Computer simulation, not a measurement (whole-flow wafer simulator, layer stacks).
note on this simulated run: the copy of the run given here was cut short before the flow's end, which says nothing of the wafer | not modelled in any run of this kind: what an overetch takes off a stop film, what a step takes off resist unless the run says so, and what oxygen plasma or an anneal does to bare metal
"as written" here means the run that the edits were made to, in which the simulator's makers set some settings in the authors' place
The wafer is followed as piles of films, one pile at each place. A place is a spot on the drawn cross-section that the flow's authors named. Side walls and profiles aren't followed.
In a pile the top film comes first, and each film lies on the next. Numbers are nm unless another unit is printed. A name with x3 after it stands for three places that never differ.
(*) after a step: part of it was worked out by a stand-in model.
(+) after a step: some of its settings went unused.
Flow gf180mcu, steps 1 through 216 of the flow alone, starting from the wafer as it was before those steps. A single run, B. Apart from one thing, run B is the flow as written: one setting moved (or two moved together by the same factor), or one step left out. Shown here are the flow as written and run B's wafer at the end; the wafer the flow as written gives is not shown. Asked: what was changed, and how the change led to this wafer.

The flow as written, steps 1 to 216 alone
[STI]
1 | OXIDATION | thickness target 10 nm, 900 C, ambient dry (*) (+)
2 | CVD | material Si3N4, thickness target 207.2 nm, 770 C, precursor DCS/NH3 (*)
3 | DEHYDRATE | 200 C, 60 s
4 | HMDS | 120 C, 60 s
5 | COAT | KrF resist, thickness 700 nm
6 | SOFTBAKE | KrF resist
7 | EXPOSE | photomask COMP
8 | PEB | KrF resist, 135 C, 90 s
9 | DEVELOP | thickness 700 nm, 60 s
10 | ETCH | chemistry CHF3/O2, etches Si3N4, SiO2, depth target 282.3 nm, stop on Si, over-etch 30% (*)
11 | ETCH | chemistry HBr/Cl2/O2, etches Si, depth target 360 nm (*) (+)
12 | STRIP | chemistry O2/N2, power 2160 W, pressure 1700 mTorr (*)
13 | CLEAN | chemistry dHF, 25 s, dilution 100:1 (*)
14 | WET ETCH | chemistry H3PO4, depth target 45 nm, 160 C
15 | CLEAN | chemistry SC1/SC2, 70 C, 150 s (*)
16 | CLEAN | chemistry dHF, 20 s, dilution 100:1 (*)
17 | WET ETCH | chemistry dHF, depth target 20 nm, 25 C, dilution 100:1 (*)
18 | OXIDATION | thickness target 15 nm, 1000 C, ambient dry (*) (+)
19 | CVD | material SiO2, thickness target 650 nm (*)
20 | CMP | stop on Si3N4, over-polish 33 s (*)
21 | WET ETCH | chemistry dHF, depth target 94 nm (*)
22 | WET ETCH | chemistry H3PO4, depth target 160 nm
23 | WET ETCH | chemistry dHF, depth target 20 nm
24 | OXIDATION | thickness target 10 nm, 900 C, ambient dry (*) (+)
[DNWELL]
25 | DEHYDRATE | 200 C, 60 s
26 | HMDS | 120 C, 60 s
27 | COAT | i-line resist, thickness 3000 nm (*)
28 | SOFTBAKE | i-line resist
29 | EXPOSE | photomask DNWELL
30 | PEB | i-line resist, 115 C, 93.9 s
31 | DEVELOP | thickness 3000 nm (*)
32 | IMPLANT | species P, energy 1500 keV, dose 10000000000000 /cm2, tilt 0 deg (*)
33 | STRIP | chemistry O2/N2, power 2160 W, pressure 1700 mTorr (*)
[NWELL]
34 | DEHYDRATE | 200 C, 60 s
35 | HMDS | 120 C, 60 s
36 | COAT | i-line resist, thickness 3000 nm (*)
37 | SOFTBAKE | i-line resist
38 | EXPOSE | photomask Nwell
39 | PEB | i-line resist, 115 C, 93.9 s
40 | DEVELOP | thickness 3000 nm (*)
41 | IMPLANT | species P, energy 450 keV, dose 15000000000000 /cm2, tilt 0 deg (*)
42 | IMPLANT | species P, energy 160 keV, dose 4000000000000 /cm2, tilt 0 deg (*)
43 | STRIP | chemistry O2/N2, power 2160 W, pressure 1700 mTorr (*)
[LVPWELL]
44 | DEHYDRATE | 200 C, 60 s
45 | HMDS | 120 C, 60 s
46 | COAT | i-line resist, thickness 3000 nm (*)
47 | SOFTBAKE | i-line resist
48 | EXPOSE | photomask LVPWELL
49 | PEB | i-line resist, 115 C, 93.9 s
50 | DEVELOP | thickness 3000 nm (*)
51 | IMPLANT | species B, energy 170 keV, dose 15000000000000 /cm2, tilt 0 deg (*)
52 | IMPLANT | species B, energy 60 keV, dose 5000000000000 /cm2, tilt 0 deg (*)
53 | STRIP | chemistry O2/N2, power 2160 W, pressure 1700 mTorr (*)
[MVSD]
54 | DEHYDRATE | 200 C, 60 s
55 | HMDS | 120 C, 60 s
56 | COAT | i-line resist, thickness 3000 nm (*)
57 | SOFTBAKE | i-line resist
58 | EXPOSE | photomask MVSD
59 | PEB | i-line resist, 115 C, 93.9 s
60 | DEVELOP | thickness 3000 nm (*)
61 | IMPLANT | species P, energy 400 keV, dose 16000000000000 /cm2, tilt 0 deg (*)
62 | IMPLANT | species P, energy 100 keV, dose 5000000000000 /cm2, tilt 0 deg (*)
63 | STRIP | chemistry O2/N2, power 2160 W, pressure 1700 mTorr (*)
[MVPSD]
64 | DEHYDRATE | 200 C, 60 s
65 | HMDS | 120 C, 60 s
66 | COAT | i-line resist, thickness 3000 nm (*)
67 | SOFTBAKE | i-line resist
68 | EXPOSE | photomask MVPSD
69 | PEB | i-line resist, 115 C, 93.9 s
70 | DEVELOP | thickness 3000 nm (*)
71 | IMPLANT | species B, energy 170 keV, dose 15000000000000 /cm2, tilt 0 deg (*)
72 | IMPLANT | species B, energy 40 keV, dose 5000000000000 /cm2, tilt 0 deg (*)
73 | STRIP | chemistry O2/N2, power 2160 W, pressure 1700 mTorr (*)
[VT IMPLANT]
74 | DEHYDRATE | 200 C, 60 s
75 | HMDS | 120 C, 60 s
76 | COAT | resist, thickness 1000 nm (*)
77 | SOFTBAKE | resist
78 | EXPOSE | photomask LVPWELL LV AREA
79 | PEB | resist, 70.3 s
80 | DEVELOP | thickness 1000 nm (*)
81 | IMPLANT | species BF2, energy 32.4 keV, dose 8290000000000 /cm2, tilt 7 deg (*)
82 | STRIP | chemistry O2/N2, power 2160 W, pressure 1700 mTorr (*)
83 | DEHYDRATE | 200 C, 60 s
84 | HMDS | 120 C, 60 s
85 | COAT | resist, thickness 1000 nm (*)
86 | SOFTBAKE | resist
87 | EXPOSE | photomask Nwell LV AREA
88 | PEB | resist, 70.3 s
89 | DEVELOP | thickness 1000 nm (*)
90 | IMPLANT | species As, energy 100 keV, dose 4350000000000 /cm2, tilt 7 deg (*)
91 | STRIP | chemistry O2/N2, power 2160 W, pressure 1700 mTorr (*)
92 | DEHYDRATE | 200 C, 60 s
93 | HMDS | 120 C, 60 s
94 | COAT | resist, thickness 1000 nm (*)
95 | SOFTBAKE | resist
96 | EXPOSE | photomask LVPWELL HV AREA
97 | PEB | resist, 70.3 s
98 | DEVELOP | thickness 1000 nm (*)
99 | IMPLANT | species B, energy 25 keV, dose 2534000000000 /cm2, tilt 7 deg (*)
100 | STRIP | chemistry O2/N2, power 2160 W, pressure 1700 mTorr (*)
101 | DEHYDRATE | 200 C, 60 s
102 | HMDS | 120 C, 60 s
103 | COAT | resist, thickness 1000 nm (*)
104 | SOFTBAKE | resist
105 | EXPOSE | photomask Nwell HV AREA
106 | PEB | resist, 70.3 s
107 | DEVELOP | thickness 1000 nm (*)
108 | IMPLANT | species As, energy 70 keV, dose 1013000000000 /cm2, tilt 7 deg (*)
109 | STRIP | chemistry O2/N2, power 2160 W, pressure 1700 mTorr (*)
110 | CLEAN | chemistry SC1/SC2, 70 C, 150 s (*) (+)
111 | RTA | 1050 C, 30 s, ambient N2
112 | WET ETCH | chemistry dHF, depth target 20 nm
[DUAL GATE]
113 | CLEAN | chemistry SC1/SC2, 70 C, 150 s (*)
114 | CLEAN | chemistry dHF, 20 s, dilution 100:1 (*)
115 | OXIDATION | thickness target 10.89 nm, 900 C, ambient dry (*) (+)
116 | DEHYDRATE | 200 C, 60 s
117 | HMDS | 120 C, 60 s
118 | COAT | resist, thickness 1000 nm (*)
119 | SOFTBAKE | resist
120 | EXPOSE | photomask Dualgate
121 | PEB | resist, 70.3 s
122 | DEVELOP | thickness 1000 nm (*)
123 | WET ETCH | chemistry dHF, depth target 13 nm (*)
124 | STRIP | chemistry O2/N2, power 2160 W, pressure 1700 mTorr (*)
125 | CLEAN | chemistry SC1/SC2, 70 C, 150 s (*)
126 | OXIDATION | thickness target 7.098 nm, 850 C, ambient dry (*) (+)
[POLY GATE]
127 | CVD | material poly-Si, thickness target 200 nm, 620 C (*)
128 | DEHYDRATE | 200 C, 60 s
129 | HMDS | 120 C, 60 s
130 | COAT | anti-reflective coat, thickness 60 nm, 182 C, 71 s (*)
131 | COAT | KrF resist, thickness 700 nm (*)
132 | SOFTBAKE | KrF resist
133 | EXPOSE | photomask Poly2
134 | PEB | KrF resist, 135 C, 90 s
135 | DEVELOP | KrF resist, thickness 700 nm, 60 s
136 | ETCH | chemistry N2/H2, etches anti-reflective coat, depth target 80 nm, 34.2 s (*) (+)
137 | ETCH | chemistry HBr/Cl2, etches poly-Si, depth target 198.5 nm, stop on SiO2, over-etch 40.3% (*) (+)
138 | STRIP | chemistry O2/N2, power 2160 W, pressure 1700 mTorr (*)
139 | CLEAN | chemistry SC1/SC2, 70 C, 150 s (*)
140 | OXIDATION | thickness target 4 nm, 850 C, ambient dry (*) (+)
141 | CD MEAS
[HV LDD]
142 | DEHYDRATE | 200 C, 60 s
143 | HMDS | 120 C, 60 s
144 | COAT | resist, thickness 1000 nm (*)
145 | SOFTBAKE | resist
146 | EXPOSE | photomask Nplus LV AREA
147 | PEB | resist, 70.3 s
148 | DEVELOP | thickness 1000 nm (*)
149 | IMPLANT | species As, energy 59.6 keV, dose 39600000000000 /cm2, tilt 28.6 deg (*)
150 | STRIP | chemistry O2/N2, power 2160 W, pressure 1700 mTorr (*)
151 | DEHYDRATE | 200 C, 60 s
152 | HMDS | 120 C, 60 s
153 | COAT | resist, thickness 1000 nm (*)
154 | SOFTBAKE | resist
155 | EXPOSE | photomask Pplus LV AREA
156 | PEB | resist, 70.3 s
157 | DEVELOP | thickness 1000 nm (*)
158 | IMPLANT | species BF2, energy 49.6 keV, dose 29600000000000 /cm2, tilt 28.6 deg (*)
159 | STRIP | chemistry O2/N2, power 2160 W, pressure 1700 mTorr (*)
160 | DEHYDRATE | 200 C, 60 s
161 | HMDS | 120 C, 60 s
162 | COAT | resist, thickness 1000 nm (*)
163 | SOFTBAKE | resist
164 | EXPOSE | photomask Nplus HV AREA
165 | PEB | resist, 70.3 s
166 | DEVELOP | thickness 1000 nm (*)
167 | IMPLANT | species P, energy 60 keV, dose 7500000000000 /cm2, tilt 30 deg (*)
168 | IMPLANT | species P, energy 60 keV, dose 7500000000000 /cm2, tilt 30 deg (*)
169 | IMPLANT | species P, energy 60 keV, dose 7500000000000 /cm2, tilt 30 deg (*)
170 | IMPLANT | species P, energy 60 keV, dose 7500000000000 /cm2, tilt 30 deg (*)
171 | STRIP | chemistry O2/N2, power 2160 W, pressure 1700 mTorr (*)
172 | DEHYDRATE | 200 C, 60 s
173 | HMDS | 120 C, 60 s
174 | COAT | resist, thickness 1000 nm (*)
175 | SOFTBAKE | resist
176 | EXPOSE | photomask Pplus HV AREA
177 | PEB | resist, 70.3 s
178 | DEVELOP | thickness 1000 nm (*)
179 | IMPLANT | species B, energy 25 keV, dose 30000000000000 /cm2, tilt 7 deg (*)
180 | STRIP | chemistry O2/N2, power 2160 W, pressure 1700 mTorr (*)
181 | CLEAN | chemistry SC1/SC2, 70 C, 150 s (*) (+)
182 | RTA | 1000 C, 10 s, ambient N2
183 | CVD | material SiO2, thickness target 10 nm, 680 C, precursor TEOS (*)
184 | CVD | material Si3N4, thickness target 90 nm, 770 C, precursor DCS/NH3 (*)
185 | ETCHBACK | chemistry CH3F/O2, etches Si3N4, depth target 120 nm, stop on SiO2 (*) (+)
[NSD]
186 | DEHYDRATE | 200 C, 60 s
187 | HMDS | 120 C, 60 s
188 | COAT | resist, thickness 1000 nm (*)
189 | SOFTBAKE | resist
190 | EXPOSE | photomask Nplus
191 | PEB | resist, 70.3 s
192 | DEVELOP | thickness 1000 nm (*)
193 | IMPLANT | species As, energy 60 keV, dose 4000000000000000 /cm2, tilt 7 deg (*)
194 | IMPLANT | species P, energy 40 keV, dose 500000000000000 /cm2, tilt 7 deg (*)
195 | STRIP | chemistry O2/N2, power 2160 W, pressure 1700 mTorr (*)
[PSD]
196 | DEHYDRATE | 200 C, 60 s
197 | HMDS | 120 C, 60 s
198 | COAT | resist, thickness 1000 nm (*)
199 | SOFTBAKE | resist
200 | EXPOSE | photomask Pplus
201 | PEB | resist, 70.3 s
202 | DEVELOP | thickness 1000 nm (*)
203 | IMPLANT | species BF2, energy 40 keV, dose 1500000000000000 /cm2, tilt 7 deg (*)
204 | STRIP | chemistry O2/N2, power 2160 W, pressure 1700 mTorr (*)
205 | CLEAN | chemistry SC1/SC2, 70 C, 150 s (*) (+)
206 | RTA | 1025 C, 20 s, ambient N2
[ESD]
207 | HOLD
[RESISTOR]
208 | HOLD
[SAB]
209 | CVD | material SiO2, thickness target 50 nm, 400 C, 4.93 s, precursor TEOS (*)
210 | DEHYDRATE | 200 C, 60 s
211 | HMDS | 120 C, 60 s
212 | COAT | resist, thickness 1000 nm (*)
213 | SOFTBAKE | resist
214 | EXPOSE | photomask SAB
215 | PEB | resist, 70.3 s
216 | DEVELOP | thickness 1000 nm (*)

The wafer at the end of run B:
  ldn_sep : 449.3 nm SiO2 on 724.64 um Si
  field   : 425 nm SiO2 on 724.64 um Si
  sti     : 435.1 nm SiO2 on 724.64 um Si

What caused this: step 112, WET ETCH: depth target 9.5 nm was run, though the flow has depth target 20 nm.

The path from the change to this, step by step:
  112 | WET ETCH | chemistry dHF, depth target 20 nm
      field, field__w2, field__w3 and 36 more: -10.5 SiO2 (as written it would have been: -22 SiO2)
      field_sub, mim_1p0 x3, iso_fld_sub, ldn_fld, ldp_fld: -10.4 SiO2 (as written it would have been: -22 SiO2)
  119 | SOFTBAKE | resist
      field_sub: -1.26 resist (as written it would have been: -0.73 resist)
      gate_p_hv: +1.42 resist (as written it would have been: +0.83 resist)
      (and at 1 other place as well)
  130 | COAT | anti-reflective coat, thickness 60 nm, 182 C, 71 s (*)
      p_well, spacer, sd_n: +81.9 anti-reflective coat (new film) (as written it would have been: +70.9 anti-reflective coat (new film))
      field: +57.8 anti-reflective coat (new film) (as written it would have been: +61.5 anti-reflective coat (new film))
      (and at 70 other places as well)
  136 | ETCH | chemistry N2/H2, etches anti-reflective coat, depth target 80 nm, 34.2 s (*) (+)
      p_well, spacer, sd_n: -81.9 anti-reflective coat (all of it), -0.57 poly-Si (as written it would have been: -70.9 anti-reflective coat (all of it), -0.85 poly-Si)
      field: -57.8 anti-reflective coat (all of it), -1.19 poly-Si (as written it would have been: -61.5 anti-reflective coat (all of it), -1.09 poly-Si)
      (and at 49 other places as well)
  138 | STRIP | chemistry O2/N2, power 2160 W, pressure 1700 mTorr (*)
      gate: +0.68 chemical SiO2 (new film), -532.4 KrF resist (all of it), -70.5 anti-reflective coat (all of it), -0.3 poly-Si (as written it would have been: +0.68 chemical SiO2 (new film), -531.7 KrF resist (all of it), -65.5 anti-reflective coat (all of it), -0.3 poly-Si)
      gate_hv: +0.68 chemical SiO2 (new film), -530.8 KrF resist (all of it), -62.9 anti-reflective coat (all of it), -0.3 poly-Si (as written it would have been: +0.68 chemical SiO2 (new film), -528.4 KrF resist (all of it), -61 anti-reflective coat (all of it), -0.3 poly-Si)
      (and at 19 other places as well)
  145 | SOFTBAKE | resist
      field_sub: +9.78 resist (as written it would have been: +10.3 resist)
      gate_p_hv: -7.32 resist (as written it would have been: -7.98 resist)
      (and at 4 other places as well)
  154 | SOFTBAKE | resist
      field_sub: +9.78 resist (as written it would have been: +10.3 resist)
      gate_p_hv: -7.32 resist (as written it would have been: -7.98 resist)
      (and at 4 other places as well)
  163 | SOFTBAKE | resist
      field_sub: +9.78 resist (as written it would have been: +10.3 resist)
      gate_p_hv: -7.32 resist (as written it would have been: -7.98 resist)
      (and at 4 other places as well)
  175 | SOFTBAKE | resist
      field_sub: +9.78 resist (as written it would have been: +10.3 resist)
      gate_p_hv: -7.32 resist (as written it would have been: -7.98 resist)
      (and at 4 other places as well)
  189 | SOFTBAKE | resist
      active_hv: -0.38 resist (as written it would have been: +2.68 resist)
      active_nat: +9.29 resist (as written it would have been: +5.49 resist)
      (and at 2 other places as well)
  199 | SOFTBAKE | resist
      active_hv: -0.38 resist (as written it would have been: +2.68 resist)
      active_nat: +9.29 resist (as written it would have been: +5.49 resist)
      (and at 2 other places as well)
  209 | CVD | material SiO2, thickness target 50 nm, 400 C, 4.93 s, precursor TEOS (*)
      active: +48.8 SiO2 (as written it would have been: +50 SiO2)
      ld_drn_p: +45 SiO2 (as written it would have been: +46 SiO2)
  213 | SOFTBAKE | resist
      gate_p_hv: -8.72 resist (as written it would have been: -9.34 resist)
      iso_ptap_sub: +1.2 resist (as written it would have been: +0.66 resist)
      (and at 3 other places as well)
